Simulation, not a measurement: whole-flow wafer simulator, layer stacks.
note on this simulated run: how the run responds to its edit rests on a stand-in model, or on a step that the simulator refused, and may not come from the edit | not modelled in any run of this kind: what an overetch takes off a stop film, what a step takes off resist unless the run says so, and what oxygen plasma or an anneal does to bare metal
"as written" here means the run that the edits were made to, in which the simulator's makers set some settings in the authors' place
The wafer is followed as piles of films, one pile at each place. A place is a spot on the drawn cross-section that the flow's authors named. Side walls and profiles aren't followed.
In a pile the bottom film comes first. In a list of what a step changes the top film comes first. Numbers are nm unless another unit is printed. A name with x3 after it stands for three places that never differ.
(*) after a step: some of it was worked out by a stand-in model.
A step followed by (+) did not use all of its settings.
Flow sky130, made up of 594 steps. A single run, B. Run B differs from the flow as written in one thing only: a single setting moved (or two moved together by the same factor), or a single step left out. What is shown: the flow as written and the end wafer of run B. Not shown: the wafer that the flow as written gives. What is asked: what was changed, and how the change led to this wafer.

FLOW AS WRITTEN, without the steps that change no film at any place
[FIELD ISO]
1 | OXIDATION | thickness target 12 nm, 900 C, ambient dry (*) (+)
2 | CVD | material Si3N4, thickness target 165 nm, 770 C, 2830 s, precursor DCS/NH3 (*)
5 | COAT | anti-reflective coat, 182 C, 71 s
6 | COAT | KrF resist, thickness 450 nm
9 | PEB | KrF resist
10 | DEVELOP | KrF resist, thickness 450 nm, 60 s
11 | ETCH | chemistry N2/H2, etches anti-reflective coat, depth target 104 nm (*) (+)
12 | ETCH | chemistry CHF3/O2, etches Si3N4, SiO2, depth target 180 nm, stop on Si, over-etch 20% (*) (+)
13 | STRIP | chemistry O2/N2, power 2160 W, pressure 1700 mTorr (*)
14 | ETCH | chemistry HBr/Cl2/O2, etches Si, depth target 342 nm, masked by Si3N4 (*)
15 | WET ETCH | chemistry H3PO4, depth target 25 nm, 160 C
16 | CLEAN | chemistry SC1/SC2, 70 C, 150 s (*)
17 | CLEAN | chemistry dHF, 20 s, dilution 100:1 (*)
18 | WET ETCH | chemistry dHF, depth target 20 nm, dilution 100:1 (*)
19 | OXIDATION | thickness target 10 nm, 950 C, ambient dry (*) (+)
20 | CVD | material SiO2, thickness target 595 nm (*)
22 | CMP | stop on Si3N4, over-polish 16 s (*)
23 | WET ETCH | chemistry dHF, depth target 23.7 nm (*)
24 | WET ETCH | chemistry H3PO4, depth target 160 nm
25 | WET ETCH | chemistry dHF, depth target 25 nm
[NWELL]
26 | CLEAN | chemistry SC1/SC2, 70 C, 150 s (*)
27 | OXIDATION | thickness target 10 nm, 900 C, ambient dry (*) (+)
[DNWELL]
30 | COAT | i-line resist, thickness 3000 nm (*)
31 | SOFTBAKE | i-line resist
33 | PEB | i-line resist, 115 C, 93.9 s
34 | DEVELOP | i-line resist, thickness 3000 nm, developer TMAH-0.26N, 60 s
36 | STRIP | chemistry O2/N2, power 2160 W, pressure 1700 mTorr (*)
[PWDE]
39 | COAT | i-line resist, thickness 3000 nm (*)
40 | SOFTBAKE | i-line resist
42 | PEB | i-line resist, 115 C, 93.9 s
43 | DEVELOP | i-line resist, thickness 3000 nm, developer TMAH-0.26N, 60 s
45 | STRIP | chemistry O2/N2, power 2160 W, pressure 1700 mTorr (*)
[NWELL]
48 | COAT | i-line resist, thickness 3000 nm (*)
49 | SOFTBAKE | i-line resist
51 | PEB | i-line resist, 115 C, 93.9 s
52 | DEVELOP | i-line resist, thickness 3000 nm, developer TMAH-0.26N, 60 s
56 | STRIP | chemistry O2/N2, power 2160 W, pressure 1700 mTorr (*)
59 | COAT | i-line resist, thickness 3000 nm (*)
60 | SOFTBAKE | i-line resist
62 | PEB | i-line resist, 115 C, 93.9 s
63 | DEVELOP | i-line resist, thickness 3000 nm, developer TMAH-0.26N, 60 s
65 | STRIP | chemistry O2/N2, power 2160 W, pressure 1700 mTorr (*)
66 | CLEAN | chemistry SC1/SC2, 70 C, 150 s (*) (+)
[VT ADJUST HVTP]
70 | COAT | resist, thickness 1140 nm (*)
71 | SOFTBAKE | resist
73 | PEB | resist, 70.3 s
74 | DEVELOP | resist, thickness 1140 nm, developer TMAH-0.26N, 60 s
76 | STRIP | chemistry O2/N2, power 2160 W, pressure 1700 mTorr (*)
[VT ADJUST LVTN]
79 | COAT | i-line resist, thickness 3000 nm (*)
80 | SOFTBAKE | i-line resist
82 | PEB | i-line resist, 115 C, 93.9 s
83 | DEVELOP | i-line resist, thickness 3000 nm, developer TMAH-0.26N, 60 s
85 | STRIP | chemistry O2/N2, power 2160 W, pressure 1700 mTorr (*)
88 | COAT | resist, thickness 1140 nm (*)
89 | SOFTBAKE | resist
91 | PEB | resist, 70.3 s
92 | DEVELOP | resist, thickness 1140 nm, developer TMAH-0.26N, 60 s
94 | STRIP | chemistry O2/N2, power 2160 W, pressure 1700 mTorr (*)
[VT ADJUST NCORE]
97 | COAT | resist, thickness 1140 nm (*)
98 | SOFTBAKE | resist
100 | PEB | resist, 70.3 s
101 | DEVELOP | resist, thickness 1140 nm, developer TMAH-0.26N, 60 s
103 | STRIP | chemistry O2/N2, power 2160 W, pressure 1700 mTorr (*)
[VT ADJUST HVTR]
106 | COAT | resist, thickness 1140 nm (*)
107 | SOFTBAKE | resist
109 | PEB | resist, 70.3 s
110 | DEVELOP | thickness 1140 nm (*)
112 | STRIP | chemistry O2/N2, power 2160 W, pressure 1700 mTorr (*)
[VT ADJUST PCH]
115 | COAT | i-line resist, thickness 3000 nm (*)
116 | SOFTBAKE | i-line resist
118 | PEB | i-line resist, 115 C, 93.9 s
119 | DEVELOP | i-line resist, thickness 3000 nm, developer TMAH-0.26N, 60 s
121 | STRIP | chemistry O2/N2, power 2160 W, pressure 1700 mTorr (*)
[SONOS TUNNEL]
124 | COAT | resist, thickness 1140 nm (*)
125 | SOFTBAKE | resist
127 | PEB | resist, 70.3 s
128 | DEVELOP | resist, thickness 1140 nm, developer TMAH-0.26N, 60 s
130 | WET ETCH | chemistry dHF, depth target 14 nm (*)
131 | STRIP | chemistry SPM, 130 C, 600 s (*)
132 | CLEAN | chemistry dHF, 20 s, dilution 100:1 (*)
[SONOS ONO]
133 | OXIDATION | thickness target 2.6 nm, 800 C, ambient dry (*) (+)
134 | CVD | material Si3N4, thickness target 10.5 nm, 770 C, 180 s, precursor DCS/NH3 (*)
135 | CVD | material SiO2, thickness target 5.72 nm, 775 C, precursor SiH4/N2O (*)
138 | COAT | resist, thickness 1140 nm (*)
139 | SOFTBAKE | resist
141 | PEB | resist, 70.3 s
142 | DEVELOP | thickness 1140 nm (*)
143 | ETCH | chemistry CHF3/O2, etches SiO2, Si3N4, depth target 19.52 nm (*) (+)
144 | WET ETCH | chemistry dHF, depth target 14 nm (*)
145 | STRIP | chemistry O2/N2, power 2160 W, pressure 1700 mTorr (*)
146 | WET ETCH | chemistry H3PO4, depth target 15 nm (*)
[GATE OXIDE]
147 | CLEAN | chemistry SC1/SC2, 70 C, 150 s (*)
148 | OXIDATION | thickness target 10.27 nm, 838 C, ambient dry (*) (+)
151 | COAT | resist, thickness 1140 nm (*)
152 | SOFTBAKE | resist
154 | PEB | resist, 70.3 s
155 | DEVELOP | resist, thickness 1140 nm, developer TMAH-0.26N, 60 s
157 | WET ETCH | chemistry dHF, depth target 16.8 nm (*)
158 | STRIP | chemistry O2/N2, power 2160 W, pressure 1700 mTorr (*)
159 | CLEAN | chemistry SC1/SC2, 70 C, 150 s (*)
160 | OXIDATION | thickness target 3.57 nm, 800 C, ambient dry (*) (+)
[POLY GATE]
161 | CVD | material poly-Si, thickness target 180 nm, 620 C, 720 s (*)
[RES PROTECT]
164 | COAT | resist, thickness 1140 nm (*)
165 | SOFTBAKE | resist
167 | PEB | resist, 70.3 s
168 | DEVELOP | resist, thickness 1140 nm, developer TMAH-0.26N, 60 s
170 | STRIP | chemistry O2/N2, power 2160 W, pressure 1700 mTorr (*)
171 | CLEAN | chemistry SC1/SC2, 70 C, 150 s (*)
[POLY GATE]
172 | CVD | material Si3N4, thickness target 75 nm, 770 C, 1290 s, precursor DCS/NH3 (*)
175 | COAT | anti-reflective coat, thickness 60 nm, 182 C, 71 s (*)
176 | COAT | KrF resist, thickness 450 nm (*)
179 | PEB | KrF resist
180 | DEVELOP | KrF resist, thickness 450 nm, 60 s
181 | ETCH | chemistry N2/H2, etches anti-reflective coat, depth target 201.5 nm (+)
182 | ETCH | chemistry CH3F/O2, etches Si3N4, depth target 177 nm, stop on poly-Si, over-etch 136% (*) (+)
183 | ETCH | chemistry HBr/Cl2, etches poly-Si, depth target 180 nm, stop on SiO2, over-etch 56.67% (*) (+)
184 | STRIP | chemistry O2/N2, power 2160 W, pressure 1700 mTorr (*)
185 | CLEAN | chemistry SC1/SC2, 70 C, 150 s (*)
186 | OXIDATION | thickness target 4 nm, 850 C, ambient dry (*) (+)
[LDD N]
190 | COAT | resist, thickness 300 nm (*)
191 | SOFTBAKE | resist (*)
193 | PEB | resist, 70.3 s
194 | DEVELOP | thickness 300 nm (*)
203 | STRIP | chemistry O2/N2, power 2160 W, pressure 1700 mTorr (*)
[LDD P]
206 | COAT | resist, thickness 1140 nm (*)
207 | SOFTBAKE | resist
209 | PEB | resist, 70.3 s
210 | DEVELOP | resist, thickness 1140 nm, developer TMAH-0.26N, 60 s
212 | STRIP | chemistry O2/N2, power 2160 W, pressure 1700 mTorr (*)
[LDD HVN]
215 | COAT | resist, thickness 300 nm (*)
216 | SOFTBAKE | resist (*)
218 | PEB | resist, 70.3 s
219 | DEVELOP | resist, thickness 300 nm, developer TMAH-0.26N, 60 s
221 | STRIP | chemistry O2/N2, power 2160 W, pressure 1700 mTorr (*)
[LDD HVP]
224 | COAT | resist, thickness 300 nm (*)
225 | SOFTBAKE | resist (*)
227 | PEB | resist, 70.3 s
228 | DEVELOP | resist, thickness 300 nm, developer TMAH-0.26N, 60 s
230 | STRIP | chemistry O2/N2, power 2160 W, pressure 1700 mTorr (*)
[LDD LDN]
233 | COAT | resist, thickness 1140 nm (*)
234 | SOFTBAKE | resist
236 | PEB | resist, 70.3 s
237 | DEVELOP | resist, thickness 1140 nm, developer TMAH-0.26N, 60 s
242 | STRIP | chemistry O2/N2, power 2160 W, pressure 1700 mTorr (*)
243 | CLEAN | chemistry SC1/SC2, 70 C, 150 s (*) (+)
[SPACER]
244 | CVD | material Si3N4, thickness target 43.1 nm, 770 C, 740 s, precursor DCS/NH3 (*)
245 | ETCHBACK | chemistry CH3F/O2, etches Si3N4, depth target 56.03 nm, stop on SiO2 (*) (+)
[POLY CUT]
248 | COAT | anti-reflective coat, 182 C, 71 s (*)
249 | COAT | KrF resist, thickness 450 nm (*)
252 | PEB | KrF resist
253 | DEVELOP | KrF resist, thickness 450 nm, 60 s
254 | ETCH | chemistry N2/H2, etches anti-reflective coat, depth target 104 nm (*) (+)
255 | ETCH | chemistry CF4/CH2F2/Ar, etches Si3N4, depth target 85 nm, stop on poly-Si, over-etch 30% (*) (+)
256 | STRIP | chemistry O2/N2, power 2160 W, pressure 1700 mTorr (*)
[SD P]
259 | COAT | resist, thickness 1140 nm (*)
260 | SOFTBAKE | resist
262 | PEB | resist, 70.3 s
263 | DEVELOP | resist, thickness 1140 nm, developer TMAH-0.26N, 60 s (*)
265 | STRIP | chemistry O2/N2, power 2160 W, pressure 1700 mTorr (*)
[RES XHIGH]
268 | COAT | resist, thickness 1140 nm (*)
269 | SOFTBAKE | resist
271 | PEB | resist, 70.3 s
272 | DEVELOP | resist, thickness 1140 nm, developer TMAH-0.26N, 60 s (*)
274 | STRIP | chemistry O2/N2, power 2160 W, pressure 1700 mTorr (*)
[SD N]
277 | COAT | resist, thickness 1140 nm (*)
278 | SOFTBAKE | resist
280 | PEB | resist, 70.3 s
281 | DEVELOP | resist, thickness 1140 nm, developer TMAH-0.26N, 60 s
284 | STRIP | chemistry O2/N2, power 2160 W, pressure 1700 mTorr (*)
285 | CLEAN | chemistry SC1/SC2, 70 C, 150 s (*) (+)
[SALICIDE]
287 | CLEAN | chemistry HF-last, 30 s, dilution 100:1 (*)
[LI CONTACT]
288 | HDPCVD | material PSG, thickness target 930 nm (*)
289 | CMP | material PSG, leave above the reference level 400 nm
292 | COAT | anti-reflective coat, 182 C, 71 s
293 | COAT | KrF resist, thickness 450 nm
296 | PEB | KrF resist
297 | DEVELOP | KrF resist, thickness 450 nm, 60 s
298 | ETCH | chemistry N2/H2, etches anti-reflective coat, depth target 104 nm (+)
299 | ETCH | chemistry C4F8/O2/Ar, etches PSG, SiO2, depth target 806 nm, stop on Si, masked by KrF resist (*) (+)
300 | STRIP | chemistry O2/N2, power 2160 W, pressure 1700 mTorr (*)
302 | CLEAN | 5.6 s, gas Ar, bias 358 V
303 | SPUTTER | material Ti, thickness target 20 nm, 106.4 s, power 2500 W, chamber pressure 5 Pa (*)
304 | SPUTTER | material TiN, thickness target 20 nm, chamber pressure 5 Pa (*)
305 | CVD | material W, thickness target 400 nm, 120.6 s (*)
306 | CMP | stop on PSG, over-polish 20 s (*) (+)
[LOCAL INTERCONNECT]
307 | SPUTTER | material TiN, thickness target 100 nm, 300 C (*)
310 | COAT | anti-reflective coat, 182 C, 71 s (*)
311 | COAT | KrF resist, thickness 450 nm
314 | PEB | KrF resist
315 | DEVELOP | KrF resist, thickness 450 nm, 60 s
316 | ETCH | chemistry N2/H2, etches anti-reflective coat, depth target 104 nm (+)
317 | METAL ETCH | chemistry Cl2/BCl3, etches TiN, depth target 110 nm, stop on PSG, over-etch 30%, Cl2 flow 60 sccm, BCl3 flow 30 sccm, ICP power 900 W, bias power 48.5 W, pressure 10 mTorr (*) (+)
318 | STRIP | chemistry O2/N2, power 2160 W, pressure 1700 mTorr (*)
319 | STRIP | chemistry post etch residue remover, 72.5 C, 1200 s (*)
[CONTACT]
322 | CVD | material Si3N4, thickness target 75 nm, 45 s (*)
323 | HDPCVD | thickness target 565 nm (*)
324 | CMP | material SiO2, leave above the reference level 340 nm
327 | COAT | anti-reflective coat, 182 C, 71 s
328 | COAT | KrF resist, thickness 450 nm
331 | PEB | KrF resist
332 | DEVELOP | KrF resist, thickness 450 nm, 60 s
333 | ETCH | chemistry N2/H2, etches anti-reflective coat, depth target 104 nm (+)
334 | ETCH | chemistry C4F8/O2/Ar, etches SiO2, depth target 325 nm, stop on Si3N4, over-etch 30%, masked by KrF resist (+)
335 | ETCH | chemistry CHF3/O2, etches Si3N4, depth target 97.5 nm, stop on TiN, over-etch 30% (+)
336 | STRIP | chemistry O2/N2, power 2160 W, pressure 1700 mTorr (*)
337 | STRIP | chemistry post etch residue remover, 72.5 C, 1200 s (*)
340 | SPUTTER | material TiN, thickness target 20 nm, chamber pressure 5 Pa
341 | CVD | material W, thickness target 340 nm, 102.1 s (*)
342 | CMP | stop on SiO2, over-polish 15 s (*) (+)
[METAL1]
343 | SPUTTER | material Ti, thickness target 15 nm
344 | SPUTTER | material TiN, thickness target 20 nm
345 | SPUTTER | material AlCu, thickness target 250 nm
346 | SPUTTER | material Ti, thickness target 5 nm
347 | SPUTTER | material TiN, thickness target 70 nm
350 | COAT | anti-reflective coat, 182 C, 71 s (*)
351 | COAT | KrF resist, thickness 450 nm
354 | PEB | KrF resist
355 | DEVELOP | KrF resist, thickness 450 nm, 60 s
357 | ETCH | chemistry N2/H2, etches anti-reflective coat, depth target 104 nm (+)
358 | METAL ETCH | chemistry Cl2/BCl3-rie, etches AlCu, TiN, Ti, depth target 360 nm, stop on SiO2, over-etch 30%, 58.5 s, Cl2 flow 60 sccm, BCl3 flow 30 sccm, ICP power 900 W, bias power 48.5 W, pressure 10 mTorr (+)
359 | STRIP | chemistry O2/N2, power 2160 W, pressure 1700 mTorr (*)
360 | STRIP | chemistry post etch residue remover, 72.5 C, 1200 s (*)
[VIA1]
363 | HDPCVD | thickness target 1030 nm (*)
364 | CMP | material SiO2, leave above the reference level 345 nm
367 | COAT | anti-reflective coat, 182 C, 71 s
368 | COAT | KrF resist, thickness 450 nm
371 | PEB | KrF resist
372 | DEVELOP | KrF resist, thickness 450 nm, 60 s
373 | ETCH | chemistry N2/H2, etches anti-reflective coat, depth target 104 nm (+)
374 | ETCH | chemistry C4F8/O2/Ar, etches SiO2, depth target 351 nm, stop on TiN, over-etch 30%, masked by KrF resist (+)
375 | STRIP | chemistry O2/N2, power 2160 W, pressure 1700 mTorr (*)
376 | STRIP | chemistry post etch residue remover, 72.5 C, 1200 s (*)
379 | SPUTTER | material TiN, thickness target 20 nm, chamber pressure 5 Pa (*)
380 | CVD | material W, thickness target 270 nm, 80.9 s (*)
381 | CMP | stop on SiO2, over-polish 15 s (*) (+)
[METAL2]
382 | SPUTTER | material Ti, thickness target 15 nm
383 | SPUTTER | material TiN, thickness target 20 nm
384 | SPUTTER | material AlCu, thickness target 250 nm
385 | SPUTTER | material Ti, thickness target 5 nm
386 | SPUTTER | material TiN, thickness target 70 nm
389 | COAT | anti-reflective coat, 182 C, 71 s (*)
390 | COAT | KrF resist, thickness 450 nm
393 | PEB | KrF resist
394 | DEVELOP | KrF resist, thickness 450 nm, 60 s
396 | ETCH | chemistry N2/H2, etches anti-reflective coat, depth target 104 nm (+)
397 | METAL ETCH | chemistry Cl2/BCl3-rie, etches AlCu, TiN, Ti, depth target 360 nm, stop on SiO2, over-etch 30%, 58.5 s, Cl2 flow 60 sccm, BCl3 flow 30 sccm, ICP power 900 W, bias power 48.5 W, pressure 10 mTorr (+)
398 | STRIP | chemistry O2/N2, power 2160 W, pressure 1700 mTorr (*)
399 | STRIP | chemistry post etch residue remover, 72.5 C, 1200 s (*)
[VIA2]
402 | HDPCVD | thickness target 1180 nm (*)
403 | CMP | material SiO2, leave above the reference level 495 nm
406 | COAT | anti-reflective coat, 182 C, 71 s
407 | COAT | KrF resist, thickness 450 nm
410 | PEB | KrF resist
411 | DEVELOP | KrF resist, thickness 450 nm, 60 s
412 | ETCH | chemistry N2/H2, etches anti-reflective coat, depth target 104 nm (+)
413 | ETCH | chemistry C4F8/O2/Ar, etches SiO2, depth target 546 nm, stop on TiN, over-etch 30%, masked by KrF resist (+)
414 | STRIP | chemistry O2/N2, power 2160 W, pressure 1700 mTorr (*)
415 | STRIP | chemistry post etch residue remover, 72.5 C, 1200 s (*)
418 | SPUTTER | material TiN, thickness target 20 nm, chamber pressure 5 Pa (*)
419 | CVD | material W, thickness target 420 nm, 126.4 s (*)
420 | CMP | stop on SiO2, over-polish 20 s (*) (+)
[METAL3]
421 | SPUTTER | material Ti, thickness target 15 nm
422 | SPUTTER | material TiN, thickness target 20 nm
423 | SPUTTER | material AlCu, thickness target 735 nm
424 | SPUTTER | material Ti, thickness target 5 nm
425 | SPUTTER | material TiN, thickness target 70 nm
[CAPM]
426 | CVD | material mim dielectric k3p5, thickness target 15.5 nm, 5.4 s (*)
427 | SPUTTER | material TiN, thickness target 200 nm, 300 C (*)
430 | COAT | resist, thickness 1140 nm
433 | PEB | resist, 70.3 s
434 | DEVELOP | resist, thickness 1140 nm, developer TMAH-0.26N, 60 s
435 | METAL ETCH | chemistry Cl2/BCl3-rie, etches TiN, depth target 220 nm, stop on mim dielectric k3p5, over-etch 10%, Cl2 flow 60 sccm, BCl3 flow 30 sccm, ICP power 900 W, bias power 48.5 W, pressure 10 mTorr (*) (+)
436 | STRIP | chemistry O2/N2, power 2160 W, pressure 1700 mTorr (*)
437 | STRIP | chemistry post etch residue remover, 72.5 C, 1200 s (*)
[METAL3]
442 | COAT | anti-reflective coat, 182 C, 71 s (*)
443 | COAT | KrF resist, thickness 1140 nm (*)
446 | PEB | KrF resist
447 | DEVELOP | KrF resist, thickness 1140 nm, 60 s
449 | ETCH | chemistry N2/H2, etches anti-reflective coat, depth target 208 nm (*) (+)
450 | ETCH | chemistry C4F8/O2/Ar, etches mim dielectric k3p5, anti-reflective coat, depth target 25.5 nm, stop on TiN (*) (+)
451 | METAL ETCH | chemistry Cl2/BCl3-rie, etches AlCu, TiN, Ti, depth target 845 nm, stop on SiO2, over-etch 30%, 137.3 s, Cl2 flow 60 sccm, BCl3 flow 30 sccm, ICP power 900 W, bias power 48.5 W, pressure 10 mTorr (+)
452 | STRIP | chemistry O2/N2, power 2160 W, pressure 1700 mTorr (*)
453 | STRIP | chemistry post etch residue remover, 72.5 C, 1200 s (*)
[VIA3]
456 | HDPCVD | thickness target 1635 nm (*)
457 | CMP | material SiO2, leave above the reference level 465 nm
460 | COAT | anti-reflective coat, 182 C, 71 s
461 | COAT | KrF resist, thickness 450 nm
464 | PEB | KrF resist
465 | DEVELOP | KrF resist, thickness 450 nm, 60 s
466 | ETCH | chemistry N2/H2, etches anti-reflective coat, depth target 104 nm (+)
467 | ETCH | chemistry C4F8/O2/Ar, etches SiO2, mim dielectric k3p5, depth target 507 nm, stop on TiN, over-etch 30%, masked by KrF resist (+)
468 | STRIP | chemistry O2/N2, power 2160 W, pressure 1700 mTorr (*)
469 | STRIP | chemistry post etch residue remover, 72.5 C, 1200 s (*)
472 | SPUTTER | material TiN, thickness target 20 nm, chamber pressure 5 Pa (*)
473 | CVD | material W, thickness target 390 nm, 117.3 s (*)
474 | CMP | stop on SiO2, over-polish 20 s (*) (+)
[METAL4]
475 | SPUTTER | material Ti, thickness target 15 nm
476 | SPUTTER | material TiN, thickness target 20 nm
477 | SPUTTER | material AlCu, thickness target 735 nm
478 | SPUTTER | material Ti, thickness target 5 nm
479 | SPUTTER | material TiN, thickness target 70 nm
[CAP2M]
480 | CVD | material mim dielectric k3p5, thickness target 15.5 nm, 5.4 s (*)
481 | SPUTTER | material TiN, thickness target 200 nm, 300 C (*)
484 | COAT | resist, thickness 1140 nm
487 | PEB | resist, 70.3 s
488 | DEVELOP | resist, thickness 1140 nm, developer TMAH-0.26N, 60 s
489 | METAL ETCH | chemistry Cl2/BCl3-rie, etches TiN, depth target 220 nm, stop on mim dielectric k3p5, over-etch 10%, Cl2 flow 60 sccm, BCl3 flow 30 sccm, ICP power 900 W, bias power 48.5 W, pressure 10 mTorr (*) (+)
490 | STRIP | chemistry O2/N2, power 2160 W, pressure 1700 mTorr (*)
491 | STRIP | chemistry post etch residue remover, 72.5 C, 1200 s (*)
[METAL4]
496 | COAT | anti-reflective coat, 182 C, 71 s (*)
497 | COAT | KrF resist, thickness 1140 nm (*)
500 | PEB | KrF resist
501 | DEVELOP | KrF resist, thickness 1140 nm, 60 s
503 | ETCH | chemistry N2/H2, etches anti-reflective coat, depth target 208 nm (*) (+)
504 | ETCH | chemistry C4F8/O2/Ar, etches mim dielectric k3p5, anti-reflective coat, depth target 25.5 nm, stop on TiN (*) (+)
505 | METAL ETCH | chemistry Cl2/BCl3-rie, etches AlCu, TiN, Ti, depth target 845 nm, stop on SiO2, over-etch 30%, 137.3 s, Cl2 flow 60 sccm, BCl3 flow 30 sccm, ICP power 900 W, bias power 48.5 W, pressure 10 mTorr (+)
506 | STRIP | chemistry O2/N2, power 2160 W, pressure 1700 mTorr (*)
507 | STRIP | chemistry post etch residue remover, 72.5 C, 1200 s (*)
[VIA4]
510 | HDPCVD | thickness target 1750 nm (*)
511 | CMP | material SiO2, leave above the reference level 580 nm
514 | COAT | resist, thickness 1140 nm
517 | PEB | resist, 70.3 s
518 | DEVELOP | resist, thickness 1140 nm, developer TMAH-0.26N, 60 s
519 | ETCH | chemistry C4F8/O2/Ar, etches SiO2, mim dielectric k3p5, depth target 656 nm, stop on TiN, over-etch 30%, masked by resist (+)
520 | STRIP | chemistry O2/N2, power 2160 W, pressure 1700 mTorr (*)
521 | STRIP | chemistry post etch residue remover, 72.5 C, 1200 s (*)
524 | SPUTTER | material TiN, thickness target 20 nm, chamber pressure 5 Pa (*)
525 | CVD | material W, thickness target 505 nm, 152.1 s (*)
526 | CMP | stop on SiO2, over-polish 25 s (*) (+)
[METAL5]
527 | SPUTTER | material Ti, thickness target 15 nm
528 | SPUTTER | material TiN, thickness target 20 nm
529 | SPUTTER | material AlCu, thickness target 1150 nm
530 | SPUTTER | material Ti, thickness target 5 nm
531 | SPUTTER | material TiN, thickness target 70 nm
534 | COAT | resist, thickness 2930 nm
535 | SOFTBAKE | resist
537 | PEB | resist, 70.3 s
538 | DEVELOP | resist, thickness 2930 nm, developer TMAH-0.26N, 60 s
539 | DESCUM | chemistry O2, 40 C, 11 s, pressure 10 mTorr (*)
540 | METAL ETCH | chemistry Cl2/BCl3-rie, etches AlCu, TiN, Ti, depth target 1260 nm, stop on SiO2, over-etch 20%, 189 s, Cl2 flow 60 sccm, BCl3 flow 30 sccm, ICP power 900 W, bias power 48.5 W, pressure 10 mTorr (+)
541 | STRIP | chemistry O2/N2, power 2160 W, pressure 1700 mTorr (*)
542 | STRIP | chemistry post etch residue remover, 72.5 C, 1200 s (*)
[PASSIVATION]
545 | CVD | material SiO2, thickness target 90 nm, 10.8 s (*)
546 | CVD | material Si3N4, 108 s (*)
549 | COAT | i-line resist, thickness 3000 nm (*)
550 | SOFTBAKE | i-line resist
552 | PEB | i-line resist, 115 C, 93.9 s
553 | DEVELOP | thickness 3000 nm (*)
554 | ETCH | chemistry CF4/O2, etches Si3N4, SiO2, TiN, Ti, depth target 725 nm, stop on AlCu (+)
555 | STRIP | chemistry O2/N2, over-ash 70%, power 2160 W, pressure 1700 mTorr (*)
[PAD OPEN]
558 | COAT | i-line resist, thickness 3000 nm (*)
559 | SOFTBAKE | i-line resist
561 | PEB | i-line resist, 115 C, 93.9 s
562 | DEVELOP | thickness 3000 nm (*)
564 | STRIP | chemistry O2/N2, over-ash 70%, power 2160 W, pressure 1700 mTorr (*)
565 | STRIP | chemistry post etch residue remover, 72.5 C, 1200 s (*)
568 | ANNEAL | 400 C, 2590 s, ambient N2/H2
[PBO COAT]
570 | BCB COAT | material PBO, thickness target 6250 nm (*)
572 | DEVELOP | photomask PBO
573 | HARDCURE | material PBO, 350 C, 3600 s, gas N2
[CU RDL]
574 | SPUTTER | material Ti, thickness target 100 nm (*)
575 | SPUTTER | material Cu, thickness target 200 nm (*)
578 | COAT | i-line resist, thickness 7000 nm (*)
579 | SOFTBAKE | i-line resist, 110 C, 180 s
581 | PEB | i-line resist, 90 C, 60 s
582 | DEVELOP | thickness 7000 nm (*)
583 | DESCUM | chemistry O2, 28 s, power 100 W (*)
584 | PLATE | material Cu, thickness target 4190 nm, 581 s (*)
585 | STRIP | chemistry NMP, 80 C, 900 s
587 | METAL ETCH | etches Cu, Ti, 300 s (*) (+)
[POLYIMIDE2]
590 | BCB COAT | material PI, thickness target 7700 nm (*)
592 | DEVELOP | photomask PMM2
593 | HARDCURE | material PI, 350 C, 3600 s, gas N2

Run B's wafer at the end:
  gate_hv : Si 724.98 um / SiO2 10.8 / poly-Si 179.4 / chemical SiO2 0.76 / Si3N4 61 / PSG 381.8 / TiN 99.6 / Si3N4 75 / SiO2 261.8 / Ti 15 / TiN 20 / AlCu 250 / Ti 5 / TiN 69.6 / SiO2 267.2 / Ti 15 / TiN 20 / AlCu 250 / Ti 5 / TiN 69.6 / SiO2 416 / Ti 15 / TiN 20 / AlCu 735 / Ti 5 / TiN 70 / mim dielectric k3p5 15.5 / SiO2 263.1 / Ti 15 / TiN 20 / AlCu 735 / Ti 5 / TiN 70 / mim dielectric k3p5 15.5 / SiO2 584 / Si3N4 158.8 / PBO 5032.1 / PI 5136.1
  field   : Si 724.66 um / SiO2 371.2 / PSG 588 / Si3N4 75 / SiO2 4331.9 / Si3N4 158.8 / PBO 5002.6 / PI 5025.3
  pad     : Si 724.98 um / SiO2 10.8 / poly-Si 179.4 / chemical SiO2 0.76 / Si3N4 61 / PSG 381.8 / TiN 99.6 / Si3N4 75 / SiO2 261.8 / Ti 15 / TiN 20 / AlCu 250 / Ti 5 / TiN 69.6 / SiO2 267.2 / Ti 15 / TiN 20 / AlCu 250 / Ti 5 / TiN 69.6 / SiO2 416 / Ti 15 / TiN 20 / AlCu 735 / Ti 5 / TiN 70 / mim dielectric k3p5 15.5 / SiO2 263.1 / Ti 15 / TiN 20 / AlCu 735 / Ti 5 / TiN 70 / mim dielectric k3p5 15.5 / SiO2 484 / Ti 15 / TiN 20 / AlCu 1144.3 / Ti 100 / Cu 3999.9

What caused this: step 457, CMP: leave above the reference level 358 nm was run, while the flow as written has leave above the reference level 465 nm.

The path from the change to this, step by step:
  457 | CMP | material SiO2, leave above the reference level 465 nm
      n_well, p_well, gate_hv and 99 more: SiO2 loses 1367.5 (as written it would have been: SiO2 loses 1260.5)
      field, active, gate and 82 more: SiO2 loses 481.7 (as written it would have been: SiO2 loses 374.7)
      (also at 5 further places)
  467 | ETCH | chemistry C4F8/O2/Ar, etches SiO2, mim dielectric k3p5, depth target 507 nm, stop on TiN, over-etch 30%, masked by KrF resist (+)
      field, active, n_well and 187 more: KrF resist loses 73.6 (as written it would have been: KrF resist loses 101.4)
      m1: SiO2 loses 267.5 (all of it), mim dielectric k3p5 loses 15.5 (all of it) (as written it would have been: SiO2 loses 374.5 (all of it), mim dielectric k3p5 loses 15.5 (all of it))
      (also at 1 further place)
  468 | STRIP | chemistry O2/N2, power 2160 W, pressure 1700 mTorr (*)
      field, active, n_well and 187 more: KrF resist loses 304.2 (all of it), anti-reflective coat loses 80 (all of it) (as written it would have been: KrF resist loses 276.4 (all of it), anti-reflective coat loses 80 (all of it))
  472 | SPUTTER | material TiN, thickness target 20 nm, chamber pressure 5 Pa (*)
      m1, via3_hole: TiN gains 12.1 (as written it would have been: TiN gains 10.6)
  473 | CVD | material W, thickness target 390 nm, 117.3 s (*)
      m1: W gains 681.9 (new film) (as written it would have been: W gains 790.5 (new film))
      via3_hole: W gains 681.3 (new film) (as written it would have been: W gains 789.9 (new film))
